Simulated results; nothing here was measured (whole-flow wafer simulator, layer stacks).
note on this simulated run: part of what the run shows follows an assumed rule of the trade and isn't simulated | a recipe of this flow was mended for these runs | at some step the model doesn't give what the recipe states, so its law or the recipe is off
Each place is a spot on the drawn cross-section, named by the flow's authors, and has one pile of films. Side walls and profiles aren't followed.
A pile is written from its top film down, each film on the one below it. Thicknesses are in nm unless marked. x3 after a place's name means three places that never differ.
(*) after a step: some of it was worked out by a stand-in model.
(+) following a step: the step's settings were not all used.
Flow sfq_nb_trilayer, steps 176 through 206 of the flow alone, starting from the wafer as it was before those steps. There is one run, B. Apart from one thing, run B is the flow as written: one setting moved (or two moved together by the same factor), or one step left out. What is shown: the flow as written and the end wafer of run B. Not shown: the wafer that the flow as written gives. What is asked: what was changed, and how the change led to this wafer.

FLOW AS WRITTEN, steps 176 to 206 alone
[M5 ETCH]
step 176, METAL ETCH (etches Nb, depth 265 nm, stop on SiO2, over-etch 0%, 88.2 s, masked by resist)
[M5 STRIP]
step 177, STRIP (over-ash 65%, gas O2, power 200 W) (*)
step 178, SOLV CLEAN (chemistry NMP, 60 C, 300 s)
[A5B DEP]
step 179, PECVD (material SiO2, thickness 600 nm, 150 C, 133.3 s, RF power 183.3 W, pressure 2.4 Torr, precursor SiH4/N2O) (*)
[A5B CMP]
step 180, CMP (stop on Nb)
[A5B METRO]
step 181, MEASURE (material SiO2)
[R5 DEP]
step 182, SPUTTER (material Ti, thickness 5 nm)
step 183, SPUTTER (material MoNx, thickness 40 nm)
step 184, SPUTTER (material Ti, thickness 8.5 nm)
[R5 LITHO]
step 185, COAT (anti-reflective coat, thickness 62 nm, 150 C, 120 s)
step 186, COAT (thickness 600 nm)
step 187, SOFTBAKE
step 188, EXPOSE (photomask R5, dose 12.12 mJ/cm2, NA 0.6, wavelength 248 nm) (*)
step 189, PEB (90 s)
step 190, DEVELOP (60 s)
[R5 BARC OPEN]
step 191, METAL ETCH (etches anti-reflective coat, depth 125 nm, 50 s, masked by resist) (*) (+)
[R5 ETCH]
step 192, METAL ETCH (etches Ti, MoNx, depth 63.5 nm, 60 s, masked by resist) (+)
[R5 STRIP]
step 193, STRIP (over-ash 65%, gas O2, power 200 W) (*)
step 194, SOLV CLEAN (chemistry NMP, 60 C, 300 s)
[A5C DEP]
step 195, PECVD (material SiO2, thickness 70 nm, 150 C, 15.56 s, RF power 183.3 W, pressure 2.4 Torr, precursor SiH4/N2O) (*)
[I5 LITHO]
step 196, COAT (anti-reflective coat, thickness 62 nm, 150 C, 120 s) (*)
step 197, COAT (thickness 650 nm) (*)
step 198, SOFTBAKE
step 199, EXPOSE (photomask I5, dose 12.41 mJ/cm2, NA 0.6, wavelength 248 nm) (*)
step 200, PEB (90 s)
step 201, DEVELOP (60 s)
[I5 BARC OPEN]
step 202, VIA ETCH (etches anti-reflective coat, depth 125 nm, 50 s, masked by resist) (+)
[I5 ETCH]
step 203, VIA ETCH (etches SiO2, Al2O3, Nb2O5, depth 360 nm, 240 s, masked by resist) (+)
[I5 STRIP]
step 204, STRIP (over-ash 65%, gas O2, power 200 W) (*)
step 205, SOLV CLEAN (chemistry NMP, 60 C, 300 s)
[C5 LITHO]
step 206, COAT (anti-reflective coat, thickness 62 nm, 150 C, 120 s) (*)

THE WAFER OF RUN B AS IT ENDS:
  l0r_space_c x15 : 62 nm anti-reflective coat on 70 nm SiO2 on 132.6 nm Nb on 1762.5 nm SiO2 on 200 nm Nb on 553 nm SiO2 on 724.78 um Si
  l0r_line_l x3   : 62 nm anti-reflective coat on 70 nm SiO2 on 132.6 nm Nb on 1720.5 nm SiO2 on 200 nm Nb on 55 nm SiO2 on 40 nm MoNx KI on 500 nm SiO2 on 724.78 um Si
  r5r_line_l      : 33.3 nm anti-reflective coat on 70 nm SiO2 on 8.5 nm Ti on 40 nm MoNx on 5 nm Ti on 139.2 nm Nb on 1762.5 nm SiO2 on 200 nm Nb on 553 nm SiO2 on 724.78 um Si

What caused this: step 177, STRIP: over-ash 65%, gas O2, power 200 W (*), was not run.

The path from the change to this, step by step:
  step 179, PECVD (material SiO2, thickness 600 nm, 150 C, 133.3 s, RF power 183.3 W, pressure 2.4 Torr, precursor SiH4/N2O) (*)
      r_sur, res, r_end, moat, field_r, lsp_l: SiO2 gains 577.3 (it would be, as written: SiO2 gains 593.1)
      lsp_m, ln_m6, lsp_r, l0_sur, l0v: SiO2 gains 581.8 (it would be, as written: SiO2 gains 600)
  step 180, CMP (stop on Nb)
      l0r_line_l x3, l0r_space_c x15, m0r_space_l x2 and 10 more: SiO2 loses 600 (all of it), KrF-resist-other-grade loses 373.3 (all of it), anti-reflective coat loses 62 (all of it), Al2O3 loses 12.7 (all of it), Nb2O5 loses 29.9 (all of it) (it would be, as written: SiO2 loses 453.5)
      p4_fl, p4_fm, p4_w1 and 21 more: SiO2 loses 784.2 (all of it) (it would be, as written: SiO2 loses 263.3)
      (as well as at 52 more places)
  step 182, SPUTTER (material Ti, thickness 5 nm)
      via_wl, via_wr: Ti gains 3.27 (new film) (it would be, as written: Ti gains 5 (new film))
      r_sur: Ti gains 3.65 (new film) (it would be, as written: Ti gains 5 (new film))
      (as well as at 1 more place)
  step 183, SPUTTER (material MoNx, thickness 40 nm)
      lsp_m, ln_m6, lsp_r, l0_sur, l0v: MoNx gains 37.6 (new film) (it would be, as written: MoNx gains 40 (new film))
      res, r_end, moat, field_r: MoNx gains 39 (new film) (it would be, as written: MoNx gains 40 (new film))
      (as well as at 5 more places)
  step 184, SPUTTER (material Ti, thickness 8.5 nm)
      lsp_m, ln_m6, lsp_r, l0_sur, l0v: Ti gains 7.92 (new film) (it would be, as written: Ti gains 8.5 (new film))
      via_wl, via_wr: Ti gains 5.37 (new film) (it would be, as written: Ti gains 8.5 (new film))
      (as well as at 3 more places)
  step 185, COAT (anti-reflective coat, thickness 62 nm, 150 C, 120 s)
      jj_sur, sp_r: anti-reflective coat gains 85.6 (new film) (it would be, as written: anti-reflective coat gains 62 (new film))
      ln_m6, wl_j_sr: anti-reflective coat gains 38 (new film) (it would be, as written: anti-reflective coat gains 62 (new film))
      (as well as at 68 more places)
  step 186, COAT (thickness 600 nm)
      ce_r, wl_e_m5: KrF-resist-other-grade gains 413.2 (new film) (it would be, as written: KrF-resist-other-grade gains 600 (new film))
      r_sur, wl_f_m6: KrF-resist-other-grade gains 619.7 (new film) (it would be, as written: KrF-resist-other-grade gains 600 (new film))
      (as well as at 61 more places)
  step 190, DEVELOP (60 s)
      ce_r, wl_e_m5: KrF-resist-other-grade loses 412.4 (all of it) (it would be, as written: KrF-resist-other-grade loses 598.7 (all of it))
      m5r_space_l, m5r_space_r: KrF-resist-other-grade loses 705.2 (all of it) (it would be, as written: KrF-resist-other-grade loses 598.7 (all of it))
      (as well as at 57 more places)
  step 191, METAL ETCH (etches anti-reflective coat, depth 125 nm, 50 s, masked by resist) (*) (+)
      via_wl, via_wr: anti-reflective coat loses 125 (it would be, as written: anti-reflective coat loses 62 (all of it))
      jj_sur, sp_r: anti-reflective coat loses 85.6 (all of it) (it would be, as written: anti-reflective coat loses 62 (all of it))
      (as well as at 64 more places)
  step 192, METAL ETCH (etches Ti, MoNx, depth 63.5 nm, 60 s, masked by resist) (+)
      v_sur, via_sp, via_v and 63 more: Ti loses 8.5 (all of it), MoNx loses 40 (all of it), Ti loses 5 (all of it), Nb loses 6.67 (it would be, as written: Ti loses 8.5 (all of it), MoNx loses 40 (all of it), Ti loses 5 (all of it), SiO2 loses 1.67)
      lsp_m, ln_m6: Ti loses 7.92 (all of it), MoNx loses 37.6 (all of it), Ti loses 4.66 (all of it), Nb loses 8.9 (it would be, as written: Ti loses 8.5 (all of it), MoNx loses 40 (all of it), Ti loses 5 (all of it), SiO2 loses 1.67)
      (as well as at 9 more places)
  step 193, STRIP (over-ash 65%, gas O2, power 200 W) (*)
      be_r: KrF-resist-other-grade loses 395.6 (all of it), anti-reflective coat loses 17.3 (all of it) (it would be, as written: KrF-resist-other-grade loses 480.4 (all of it), anti-reflective coat loses 62 (all of it))
      r_sur: KrF-resist-other-grade loses 500.1 (all of it), anti-reflective coat loses 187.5 (all of it) (it would be, as written: KrF-resist-other-grade loses 480.4 (all of it), anti-reflective coat loses 62 (all of it))
      (as well as at 2 more places)
  step 195, PECVD (material SiO2, thickness 70 nm, 150 C, 15.56 s, RF power 183.3 W, pressure 2.4 Torr, precursor SiH4/N2O) (*)
      v_sur, via_sp, via_v and 62 more: SiO2 gains 70 (new film) (it would be, as written: SiO2 gains 70)
      via_wl, via_wr: SiO2 gains 67.3 (new film) (it would be, as written: SiO2 gains 70)
      (as well as at 4 more places)
  step 196, COAT (anti-reflective coat, thickness 62 nm, 150 C, 120 s) (*)
      p3_l3, p3_l5, p3_fr: anti-reflective coat gains 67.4 (new film) (it would be, as written: anti-reflective coat gains 62 (new film))
      r5r_line_l, r5r_line_c, r5r_line_r: anti-reflective coat gains 33.3 (new film) (it would be, as written: anti-reflective coat gains 35.5 (new film))
      (as well as at 74 more places)
  step 197, COAT (thickness 650 nm) (*)
      wl_c_sl, wl_f_sr: KrF-resist-other-grade gains 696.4 (new film) (it would be, as written: KrF-resist-other-grade gains 649.9 (new film))
      m5r_line_l, m5r_line_r: KrF-resist-other-grade gains 527.8 (new film) (it would be, as written: KrF-resist-other-grade gains 650 (new film))
      (as well as at 61 more places)
  step 200, PEB (90 s)
      wl_jj: KrF-resist-other-grade loses 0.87 (it would be, as written: KrF-resist-other-grade loses 1.38)
  step 201, DEVELOP (60 s)
      be: KrF-resist-other-grade loses 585 (all of it) (it would be, as written: KrF-resist-other-grade loses 649.5 (all of it))
  ... another 3 steps ...
  step 206, COAT (anti-reflective coat, thickness 62 nm, 150 C, 120 s) (*)
      p3_l3, p3_l5, p3_fr: anti-reflective coat gains 67.4 (new film) (it would be, as written: anti-reflective coat gains 62 (new film))
      r5r_line_l, r5r_line_c, r5r_line_r: anti-reflective coat gains 33.3 (new film) (it would be, as written: anti-reflective coat gains 35.5 (new film))
      (as well as at 74 more places)
Taking metal films that touch as one body, r5r_line_l has 2 bodies (between them, from the top down: SiO2 1762.5); the flow as written gives 3 bodies (between them, from the top down: SiO2 146.5 / Al2O3 12.7 / Nb2O5 29.9; SiO2 1762.5).
